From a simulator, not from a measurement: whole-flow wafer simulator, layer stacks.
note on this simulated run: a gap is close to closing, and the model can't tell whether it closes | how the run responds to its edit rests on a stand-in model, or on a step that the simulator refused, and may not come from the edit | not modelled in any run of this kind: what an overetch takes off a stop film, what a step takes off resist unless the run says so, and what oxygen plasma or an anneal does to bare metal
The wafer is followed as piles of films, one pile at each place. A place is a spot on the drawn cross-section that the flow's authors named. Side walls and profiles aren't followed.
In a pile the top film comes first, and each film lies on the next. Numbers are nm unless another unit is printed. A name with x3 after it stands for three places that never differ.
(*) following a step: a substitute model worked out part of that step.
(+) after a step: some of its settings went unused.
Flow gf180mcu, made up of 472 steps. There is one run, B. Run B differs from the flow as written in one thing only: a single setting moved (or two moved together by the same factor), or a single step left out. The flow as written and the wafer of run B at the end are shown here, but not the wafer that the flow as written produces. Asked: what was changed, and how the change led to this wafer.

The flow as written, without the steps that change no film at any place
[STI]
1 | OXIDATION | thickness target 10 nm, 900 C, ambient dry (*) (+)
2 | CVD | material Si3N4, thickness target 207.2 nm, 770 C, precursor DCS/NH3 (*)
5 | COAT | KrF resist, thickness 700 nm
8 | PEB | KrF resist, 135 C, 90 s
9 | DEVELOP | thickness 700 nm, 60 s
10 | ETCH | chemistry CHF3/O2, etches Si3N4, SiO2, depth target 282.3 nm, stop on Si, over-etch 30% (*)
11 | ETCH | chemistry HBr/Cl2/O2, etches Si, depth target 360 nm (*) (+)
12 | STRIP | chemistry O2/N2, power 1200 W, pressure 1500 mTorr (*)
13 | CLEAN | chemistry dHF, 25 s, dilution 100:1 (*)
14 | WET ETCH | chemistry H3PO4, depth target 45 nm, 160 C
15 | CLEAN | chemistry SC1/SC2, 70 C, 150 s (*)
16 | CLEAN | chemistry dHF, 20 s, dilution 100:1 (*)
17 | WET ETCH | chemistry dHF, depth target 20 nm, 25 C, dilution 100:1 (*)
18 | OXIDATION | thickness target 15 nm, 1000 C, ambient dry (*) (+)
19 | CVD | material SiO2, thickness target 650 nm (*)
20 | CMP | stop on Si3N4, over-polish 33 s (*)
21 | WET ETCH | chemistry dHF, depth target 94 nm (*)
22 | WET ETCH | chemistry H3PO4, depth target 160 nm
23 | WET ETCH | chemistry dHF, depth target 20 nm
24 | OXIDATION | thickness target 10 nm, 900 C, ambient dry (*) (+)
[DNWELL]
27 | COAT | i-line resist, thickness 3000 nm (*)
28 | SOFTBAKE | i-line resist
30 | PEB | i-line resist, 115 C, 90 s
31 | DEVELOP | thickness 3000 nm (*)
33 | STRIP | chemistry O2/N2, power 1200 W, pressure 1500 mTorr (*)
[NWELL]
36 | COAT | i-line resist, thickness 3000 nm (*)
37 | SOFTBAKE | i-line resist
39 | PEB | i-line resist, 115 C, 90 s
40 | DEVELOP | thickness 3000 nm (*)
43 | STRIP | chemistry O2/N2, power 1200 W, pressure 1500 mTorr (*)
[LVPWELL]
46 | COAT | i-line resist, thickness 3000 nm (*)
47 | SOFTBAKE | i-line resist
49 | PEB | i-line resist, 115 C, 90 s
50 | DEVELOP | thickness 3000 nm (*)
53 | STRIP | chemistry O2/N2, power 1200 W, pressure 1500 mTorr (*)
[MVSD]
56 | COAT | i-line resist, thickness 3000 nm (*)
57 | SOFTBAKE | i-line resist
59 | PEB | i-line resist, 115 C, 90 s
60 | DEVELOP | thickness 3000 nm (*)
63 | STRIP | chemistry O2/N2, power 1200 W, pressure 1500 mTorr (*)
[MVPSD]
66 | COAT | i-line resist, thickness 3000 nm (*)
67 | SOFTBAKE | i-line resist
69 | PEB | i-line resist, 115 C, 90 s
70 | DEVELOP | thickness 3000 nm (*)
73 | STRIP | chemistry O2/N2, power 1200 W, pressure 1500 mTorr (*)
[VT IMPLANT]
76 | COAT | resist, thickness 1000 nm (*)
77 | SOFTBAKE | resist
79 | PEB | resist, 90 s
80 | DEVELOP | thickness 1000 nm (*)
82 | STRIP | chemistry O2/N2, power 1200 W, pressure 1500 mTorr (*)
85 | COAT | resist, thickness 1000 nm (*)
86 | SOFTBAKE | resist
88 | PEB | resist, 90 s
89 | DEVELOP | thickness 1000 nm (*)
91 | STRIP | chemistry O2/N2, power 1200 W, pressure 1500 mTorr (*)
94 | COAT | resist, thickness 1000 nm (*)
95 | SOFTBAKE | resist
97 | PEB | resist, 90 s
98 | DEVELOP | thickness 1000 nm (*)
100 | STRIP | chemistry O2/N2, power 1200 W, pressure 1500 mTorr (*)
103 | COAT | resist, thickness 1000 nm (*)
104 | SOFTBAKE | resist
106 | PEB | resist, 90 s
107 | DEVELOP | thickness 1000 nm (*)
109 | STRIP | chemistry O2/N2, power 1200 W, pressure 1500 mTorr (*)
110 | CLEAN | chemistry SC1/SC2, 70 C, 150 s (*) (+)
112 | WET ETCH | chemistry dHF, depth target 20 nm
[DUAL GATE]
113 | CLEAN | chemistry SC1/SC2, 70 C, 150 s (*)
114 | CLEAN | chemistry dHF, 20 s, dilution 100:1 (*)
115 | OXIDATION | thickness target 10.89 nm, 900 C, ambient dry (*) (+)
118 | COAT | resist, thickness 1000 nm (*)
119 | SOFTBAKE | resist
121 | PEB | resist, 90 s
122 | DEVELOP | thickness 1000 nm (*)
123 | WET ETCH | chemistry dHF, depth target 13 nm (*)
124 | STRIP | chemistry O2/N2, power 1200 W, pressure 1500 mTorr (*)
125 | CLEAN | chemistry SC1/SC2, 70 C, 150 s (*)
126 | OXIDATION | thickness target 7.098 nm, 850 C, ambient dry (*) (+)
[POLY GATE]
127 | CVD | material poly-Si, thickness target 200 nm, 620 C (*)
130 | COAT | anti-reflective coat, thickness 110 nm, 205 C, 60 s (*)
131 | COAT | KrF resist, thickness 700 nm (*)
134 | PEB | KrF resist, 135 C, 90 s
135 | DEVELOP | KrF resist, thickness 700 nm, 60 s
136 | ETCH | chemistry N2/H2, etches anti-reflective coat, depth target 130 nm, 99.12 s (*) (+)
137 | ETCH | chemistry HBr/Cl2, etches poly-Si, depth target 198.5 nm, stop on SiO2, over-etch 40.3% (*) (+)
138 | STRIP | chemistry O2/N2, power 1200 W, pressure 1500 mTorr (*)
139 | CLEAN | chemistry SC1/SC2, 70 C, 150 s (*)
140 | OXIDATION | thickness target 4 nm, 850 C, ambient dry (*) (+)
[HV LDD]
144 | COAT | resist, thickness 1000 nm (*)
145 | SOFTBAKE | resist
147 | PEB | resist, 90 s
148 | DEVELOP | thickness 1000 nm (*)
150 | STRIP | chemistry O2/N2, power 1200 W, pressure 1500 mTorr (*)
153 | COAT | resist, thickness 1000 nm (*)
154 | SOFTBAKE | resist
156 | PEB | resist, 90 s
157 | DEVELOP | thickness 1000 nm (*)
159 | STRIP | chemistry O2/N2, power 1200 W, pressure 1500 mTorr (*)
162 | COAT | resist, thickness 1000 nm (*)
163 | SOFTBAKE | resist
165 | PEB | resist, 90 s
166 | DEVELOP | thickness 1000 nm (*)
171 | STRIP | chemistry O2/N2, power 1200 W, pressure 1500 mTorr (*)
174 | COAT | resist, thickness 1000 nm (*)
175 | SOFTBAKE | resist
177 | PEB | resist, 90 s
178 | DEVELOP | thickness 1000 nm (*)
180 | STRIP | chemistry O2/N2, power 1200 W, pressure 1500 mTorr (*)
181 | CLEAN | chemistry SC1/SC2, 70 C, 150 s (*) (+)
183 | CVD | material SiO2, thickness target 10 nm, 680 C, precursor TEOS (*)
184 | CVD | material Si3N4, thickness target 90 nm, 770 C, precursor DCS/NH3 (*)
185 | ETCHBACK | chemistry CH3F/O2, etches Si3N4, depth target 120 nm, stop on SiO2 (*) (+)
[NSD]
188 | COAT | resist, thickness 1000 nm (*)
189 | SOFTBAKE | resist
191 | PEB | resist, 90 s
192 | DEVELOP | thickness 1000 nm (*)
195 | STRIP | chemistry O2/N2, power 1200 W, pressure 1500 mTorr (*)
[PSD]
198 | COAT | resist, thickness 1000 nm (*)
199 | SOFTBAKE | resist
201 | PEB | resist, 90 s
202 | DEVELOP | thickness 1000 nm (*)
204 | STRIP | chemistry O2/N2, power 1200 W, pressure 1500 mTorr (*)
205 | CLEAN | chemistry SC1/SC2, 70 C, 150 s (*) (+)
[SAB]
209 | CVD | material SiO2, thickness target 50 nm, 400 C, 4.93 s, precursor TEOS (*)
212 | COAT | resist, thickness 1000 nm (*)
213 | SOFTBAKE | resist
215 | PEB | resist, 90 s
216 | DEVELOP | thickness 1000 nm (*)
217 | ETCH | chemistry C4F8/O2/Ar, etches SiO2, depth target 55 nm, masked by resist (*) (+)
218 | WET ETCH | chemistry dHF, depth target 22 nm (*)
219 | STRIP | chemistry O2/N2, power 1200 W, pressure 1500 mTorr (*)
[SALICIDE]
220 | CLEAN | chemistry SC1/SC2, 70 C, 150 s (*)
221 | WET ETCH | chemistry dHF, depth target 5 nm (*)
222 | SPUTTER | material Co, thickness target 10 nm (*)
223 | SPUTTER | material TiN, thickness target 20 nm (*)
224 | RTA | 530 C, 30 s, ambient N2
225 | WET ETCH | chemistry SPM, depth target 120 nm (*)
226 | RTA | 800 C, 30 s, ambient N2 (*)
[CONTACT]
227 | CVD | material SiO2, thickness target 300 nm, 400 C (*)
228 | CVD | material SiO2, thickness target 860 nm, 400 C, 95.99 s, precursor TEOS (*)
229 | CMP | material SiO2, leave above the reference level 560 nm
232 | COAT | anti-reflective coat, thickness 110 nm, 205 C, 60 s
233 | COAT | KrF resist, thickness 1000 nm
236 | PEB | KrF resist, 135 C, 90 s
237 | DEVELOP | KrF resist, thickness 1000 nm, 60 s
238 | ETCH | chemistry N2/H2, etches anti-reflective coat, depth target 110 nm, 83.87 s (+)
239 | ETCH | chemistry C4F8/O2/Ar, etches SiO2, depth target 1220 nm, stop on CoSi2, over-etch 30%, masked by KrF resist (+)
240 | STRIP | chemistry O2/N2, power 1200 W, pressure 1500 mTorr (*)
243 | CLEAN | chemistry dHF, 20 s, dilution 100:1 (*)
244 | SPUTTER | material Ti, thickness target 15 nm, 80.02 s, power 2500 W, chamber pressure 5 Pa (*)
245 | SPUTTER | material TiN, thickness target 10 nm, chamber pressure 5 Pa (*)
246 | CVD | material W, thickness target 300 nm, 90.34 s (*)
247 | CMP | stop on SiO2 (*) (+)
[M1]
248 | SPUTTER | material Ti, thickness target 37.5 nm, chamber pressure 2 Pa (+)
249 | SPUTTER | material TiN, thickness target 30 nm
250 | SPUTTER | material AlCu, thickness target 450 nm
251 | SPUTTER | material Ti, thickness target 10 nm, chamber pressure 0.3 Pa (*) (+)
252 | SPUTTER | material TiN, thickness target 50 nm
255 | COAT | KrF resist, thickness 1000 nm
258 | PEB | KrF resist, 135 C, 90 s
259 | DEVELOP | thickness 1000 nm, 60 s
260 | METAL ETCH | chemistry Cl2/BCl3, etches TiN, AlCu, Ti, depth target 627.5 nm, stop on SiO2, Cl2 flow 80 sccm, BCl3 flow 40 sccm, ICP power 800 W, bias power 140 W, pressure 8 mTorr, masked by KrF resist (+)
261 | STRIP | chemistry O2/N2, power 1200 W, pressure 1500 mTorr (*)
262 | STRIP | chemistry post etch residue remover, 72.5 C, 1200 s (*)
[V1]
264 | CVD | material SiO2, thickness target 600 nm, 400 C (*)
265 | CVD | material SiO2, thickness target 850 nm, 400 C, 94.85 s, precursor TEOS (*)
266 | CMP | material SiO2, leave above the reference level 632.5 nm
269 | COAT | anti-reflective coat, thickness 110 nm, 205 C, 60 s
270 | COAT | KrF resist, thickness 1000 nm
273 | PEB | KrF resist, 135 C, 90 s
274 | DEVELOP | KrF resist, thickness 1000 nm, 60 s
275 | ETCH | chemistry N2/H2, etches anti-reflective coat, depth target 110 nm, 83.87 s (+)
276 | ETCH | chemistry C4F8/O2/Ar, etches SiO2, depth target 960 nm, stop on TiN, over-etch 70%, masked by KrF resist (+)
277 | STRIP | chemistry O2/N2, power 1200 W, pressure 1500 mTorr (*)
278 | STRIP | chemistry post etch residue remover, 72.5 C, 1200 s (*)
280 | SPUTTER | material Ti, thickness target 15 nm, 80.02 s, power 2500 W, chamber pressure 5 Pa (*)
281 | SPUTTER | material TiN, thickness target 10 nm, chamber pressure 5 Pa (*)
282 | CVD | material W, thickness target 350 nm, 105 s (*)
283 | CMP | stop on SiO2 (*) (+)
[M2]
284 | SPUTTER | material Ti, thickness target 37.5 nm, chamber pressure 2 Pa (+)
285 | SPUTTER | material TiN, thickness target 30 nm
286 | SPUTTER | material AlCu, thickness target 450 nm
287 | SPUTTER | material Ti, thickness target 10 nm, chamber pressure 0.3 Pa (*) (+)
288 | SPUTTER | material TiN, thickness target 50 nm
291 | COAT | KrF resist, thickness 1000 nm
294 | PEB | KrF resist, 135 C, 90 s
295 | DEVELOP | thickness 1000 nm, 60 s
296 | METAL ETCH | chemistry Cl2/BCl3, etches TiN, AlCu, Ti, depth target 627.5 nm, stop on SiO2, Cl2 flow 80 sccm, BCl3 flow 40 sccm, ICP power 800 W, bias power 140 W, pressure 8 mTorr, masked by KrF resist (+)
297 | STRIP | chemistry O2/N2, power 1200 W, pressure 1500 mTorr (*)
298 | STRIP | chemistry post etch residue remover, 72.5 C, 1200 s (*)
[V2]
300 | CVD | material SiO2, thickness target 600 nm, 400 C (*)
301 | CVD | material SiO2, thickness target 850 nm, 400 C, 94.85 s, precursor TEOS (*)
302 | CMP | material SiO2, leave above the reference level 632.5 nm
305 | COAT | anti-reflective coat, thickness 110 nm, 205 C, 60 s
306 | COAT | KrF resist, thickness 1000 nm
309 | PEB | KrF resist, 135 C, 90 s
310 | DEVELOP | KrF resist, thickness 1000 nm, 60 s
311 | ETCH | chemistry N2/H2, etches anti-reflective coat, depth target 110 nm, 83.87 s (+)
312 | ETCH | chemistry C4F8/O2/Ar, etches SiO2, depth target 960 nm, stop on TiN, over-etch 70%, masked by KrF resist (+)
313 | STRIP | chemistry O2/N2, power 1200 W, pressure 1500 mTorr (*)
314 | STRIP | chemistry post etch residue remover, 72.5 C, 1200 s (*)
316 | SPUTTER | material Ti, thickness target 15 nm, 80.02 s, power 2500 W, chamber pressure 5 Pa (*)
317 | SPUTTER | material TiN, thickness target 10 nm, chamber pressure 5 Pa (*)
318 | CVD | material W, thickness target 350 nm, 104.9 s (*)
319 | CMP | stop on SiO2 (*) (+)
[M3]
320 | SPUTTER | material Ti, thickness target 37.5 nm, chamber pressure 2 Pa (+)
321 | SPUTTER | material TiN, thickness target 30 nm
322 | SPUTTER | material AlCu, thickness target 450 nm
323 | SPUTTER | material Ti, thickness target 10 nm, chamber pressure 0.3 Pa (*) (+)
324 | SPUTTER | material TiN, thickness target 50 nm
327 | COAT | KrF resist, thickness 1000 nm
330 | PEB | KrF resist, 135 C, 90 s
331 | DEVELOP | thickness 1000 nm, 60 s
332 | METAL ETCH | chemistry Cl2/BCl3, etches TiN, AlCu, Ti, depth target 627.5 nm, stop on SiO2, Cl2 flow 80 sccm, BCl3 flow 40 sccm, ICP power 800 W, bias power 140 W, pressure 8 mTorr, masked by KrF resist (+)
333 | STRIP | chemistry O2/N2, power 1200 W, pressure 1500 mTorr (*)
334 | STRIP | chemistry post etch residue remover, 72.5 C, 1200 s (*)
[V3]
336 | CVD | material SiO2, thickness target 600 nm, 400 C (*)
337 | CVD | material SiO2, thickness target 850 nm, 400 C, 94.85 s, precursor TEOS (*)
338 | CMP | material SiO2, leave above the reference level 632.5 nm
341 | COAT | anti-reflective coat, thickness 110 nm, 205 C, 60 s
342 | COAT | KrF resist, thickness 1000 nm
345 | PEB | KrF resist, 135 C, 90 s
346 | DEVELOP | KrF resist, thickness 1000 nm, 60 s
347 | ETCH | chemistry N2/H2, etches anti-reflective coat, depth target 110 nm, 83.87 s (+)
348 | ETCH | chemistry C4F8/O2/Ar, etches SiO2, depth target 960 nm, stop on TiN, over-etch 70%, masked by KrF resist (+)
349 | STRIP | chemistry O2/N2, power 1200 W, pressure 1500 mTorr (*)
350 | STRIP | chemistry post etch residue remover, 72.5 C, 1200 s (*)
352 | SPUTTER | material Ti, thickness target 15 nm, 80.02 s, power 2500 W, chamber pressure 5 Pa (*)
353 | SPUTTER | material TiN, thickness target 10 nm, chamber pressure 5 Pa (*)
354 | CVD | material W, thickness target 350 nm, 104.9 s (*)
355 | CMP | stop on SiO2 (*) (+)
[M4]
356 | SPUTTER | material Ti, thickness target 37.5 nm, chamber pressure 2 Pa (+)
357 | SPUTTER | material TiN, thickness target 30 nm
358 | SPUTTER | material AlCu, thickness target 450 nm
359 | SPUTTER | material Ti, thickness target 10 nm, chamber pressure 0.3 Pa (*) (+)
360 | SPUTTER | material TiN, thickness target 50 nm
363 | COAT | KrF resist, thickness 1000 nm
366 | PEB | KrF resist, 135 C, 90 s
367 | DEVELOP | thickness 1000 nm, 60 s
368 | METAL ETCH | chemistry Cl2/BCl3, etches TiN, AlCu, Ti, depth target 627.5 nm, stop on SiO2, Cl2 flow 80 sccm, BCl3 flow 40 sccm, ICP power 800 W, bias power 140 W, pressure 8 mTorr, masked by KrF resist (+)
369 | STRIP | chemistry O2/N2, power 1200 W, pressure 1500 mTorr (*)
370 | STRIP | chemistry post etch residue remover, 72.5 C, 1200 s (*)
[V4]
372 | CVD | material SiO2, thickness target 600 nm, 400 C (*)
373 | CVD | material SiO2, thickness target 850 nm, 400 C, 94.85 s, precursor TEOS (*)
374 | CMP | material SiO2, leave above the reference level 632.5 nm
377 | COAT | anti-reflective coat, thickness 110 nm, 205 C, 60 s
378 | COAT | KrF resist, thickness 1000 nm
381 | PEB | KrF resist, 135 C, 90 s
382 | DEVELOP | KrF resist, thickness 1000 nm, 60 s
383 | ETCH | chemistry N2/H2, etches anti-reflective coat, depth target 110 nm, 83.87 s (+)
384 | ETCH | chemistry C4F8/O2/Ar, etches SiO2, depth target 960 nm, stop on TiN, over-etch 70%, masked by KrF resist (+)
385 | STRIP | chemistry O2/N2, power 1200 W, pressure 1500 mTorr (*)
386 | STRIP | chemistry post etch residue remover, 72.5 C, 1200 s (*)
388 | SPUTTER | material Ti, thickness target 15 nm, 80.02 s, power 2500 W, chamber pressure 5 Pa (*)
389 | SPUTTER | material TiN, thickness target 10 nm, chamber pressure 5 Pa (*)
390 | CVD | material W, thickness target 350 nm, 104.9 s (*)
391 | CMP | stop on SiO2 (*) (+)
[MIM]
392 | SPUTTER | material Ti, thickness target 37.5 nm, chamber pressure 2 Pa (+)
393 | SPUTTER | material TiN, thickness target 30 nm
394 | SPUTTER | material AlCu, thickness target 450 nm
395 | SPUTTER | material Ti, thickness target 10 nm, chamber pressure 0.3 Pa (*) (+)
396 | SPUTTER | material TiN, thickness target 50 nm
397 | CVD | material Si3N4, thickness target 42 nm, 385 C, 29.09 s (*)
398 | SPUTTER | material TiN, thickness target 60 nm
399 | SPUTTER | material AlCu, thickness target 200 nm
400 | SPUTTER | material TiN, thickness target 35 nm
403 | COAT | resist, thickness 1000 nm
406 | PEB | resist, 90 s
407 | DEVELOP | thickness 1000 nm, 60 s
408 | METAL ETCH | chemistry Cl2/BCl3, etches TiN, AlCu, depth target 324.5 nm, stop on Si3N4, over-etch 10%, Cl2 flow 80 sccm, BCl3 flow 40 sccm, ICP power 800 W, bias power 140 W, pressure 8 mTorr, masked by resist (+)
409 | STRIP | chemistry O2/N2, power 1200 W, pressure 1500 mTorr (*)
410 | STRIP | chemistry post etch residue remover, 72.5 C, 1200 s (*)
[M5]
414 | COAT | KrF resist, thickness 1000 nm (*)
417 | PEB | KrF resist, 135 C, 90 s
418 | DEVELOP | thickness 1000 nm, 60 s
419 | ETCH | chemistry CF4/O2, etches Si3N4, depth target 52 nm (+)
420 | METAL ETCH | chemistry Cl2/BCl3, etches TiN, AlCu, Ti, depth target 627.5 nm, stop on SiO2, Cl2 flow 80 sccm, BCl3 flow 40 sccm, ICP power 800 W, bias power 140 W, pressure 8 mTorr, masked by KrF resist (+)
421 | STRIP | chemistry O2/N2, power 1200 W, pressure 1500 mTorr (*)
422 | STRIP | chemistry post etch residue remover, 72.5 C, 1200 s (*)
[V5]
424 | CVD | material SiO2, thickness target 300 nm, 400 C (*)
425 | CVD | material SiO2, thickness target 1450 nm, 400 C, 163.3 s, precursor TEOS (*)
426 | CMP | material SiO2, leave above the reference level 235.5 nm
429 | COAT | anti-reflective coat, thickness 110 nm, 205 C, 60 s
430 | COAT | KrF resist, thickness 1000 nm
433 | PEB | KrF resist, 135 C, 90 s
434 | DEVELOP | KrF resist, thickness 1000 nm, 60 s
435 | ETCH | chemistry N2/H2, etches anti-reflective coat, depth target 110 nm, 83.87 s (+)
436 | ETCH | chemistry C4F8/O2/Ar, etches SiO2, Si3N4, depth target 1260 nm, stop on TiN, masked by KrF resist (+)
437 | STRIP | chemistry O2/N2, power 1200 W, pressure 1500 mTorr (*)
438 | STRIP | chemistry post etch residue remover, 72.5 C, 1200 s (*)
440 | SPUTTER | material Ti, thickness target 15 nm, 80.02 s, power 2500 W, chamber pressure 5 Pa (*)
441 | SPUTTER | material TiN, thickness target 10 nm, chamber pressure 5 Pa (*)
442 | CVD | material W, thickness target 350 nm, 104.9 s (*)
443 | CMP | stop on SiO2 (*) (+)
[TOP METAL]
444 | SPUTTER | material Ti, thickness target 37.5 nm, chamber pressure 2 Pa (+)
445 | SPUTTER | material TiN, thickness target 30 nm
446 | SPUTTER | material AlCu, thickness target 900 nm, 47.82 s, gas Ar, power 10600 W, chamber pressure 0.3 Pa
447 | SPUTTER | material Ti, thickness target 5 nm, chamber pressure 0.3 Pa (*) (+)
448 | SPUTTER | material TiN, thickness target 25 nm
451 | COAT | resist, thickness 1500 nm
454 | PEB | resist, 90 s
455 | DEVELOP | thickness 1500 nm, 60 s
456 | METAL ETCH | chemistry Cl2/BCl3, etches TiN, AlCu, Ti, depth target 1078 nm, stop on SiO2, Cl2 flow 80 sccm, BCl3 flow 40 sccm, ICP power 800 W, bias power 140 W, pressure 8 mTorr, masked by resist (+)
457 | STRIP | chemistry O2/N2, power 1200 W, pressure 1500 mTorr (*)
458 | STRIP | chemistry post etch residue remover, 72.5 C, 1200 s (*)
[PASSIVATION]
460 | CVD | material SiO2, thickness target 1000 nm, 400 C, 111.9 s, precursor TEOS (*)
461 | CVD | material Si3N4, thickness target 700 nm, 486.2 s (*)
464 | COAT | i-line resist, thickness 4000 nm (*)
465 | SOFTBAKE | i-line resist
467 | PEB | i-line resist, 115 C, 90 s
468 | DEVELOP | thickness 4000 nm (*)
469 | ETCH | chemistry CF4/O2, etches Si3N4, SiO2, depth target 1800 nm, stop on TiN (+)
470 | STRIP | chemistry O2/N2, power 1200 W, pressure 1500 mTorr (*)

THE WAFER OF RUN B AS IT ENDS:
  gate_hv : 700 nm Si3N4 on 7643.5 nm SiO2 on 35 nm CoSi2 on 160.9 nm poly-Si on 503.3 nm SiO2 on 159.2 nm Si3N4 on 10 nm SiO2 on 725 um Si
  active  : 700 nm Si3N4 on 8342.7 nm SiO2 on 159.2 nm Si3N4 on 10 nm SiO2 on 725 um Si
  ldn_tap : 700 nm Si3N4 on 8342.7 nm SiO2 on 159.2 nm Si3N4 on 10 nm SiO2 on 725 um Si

Cause: step 20, CMP: stop on Si3N4, over-polish 33 s (*), was skipped.

How this came from the change, step by step:
  21 | WET ETCH | chemistry dHF, depth target 94 nm (*)
      active, n_well, p_well and 40 more: -94 SiO2 (in the flow as written it would be: -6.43 Si3N4)
  22 | WET ETCH | chemistry H3PO4, depth target 160 nm
      active, n_well, p_well and 40 more: -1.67 SiO2 (in the flow as written it would be: -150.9 Si3N4 (all of it), -0.07 SiO2)
  23 | WET ETCH | chemistry dHF, depth target 20 nm
      active, n_well, p_well and 40 more: -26 SiO2 (in the flow as written it would be: -9.93 SiO2 (all of it))
  24 | OXIDATION | thickness target 10 nm, 900 C, ambient dry (*) (+)
      active, n_well, p_well and 40 more: nothing (in the flow as written it would be: +10 SiO2 (new film), -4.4 Si)
      m1, ld_fp_n, ld_drift_n and 8 more: +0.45 SiO2, -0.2 Si (in the flow as written it would be: +1.02 SiO2, -0.45 Si)
  27 | COAT | i-line resist, thickness 3000 nm (*)
      p_well, spacer, sd_n: +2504 i-line resist (new film) (in the flow as written it would be: +3034.1 i-line resist (new film))
      field: +3068.6 i-line resist (new film) (in the flow as written it would be: +2988.1 i-line resist (new film))
      (as well as at 73 more places)
  28 | SOFTBAKE | i-line resist
      field_sub: -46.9 i-line resist (in the flow as written it would be: +2.58 i-line resist)
      field_sub__w2: +4.42 i-line resist (in the flow as written it would be: -0.2 i-line resist)
      (as well as at 75 more places)
  30 | PEB | i-line resist, 115 C, 90 s
      active_nat, ld_sd_n, ld_gate_n, ld_acc_n, ld_drn_n, ld_sd_p, ld_gate_p, ld_acc_p: -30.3 i-line resist (in the flow as written it would be: -34.6 i-line resist)
      nw_enc_fld, ldn_out, ldp_fld, ldp_fld__w1, ldp_fld__w2: -35.7 i-line resist (in the flow as written it would be: -34.2 i-line resist)
      (as well as at 64 more places)
  31 | DEVELOP | thickness 3000 nm (*)
      field_sub__w2: -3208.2 i-line resist (all of it) (in the flow as written it would be: -2952.8 i-line resist (all of it))
      field_sub__w3: -3220.8 i-line resist (all of it) (in the flow as written it would be: -2952.8 i-line resist (all of it))
      (as well as at 19 more places)
  33 | STRIP | chemistry O2/N2, power 1200 W, pressure 1500 mTorr (*)
      p_well, spacer, sd_n: -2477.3 i-line resist (all of it) (in the flow as written it would be: -2999.4 i-line resist (all of it))
      field: -3065.6 i-line resist (all of it) (in the flow as written it would be: -2956.9 i-line resist (all of it))
      (as well as at 52 more places)
  36 | COAT | i-line resist, thickness 3000 nm (*)
      p_well, spacer, sd_n: +2504 i-line resist (new film) (in the flow as written it would be: +3034.1 i-line resist (new film))
      field: +3068.6 i-line resist (new film) (in the flow as written it would be: +2988.1 i-line resist (new film))
      (as well as at 73 more places)
  37 | SOFTBAKE | i-line resist
      field_sub: -46.9 i-line resist (in the flow as written it would be: +2.58 i-line resist)
      field_sub__w2: +4.42 i-line resist (in the flow as written it would be: -0.2 i-line resist)
      (as well as at 75 more places)
  39 | PEB | i-line resist, 115 C, 90 s
      active_nat, ld_sd_n, ld_gate_n, ld_acc_n, ld_drn_n, ld_sd_p, ld_gate_p, ld_acc_p: -30.3 i-line resist (in the flow as written it would be: -34.6 i-line resist)
      nw_enc_fld, ldn_out, ldp_fld, ldp_fld__w1, ldp_fld__w2: -35.7 i-line resist (in the flow as written it would be: -34.2 i-line resist)
      (as well as at 64 more places)
  40 | DEVELOP | thickness 3000 nm (*)
      n_well: -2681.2 i-line resist (all of it) (in the flow as written it would be: -2988.4 i-line resist (all of it))
      sd_p: -2684.8 i-line resist (all of it) (in the flow as written it would be: -2988 i-line resist (all of it))
      (as well as at 20 more places)
  43 | STRIP | chemistry O2/N2, power 1200 W, pressure 1500 mTorr (*)
      p_well, spacer, sd_n: -2477.3 i-line resist (all of it) (in the flow as written it would be: -2999.4 i-line resist (all of it))
      field: -3065.6 i-line resist (all of it) (in the flow as written it would be: -2956.9 i-line resist (all of it))
      (as well as at 51 more places)
  46 | COAT | i-line resist, thickness 3000 nm (*)
      p_well, spacer, sd_n: +2504 i-line resist (new film) (in the flow as written it would be: +3034.1 i-line resist (new film))
      field: +3068.6 i-line resist (new film) (in the flow as written it would be: +2988.1 i-line resist (new film))
      (as well as at 73 more places)
  47 | SOFTBAKE | i-line resist
      field_sub: -46.9 i-line resist (in the flow as written it would be: +2.58 i-line resist)
      field_sub__w2: +4.42 i-line resist (in the flow as written it would be: -0.2 i-line resist)
      (as well as at 75 more places)
  ... 117 further steps ...
  266 | CMP | material SiO2, leave above the reference level 632.5 nm
      field, field__w5, field__w7 and 21 more: -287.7 SiO2 (in the flow as written it would be: -300 SiO2)
      field_sub__w1, nw_enc_fld_lv__w1: -291.5 SiO2 (in the flow as written it would be: -300 SiO2)
      (as well as at 3 more places)
Taking metal films that touch as one body, active has 0 bodies; the flow as written gives 1 body.
Taking metal films that touch as one body, ldn_tap has 0 bodies; the flow as written gives 1 body.
